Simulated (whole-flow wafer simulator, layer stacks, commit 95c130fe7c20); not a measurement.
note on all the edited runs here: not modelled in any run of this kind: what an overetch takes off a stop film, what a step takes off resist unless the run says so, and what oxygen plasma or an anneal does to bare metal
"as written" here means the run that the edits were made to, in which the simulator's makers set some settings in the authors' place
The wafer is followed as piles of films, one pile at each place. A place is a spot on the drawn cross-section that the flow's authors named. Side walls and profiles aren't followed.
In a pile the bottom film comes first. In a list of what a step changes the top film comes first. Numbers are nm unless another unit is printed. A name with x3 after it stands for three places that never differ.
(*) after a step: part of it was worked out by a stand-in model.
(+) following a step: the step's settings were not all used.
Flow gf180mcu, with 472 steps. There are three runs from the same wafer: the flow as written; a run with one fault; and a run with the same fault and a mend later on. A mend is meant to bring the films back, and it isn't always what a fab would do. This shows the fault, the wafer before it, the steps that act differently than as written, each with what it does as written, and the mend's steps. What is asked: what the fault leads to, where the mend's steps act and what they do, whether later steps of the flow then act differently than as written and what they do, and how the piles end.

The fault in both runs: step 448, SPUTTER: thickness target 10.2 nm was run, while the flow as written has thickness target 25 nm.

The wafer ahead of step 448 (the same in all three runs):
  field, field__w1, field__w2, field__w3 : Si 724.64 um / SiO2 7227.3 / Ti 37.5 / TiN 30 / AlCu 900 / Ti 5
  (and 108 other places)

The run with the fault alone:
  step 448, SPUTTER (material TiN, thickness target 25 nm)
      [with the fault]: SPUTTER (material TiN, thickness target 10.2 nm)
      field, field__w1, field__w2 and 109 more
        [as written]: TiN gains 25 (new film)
        [with the fault]: TiN gains 10.2 (new film)
  Steps later in the flow that act otherwise than as written (not shown: 4 more steps that differ only slightly, by at most 2% or 0.5 nm, whichever is larger):
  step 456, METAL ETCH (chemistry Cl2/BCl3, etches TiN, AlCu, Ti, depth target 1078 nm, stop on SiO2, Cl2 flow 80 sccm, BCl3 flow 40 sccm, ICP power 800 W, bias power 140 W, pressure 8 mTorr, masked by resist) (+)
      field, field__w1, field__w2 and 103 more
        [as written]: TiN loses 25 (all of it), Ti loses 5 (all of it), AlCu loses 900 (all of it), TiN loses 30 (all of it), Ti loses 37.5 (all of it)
        [with the fault]: TiN loses 10.2 (all of it), Ti loses 5 (all of it), AlCu loses 900 (all of it), TiN loses 30 (all of it), Ti loses 37.5 (all of it)
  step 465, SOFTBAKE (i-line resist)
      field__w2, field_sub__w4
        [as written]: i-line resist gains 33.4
        [with the fault]: i-line resist gains 32.6
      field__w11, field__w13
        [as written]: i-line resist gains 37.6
        [with the fault]: i-line resist gains 36.8
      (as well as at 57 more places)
  At field__w8, contact, m1, m1__w1, pad, m1_nw, the piles at the end differ from the flow's by more than 2% or 0.5 nm, whichever is larger.
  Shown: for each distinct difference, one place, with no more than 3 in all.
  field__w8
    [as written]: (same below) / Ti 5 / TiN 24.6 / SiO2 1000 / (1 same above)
    [with the fault]: (same below) / Ti 5 / TiN 9.78 / SiO2 1000 / (1 same above)
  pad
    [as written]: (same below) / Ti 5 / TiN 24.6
    [with the fault]: (same below) / Ti 5 / TiN 9.78

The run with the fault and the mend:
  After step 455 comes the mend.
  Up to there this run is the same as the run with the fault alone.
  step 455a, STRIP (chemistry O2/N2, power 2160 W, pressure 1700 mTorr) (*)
      field__w8, contact, m1, m1__w1, pad, m1_nw
        resist loses 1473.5 (all of it)
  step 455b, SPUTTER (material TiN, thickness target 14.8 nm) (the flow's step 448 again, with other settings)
      field, field__w1, field__w2 and 109 more
        TiN gains 14.8
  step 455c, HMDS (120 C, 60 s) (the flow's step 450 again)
      leaves every film unchanged at each place that is followed
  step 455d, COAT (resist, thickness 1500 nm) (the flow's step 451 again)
      field, field__w1, field__w2 and 109 more
        resist gains 1500 (new film)
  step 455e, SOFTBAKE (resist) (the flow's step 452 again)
      leaves every film unchanged at each place that is followed
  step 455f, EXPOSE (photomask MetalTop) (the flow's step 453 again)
      leaves every film unchanged at each place that is followed
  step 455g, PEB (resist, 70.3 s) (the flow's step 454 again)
      field, field__w1, field__w2 and 109 more
        resist loses 26.5
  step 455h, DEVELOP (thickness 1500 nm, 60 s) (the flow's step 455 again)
      field, field__w1, field__w2 and 103 more
        resist loses 1473.5 (all of it)
  Later steps of the flow that are run all act as written at every place that is followed.
  At every place that both follow, the piles at the end match the flow's.
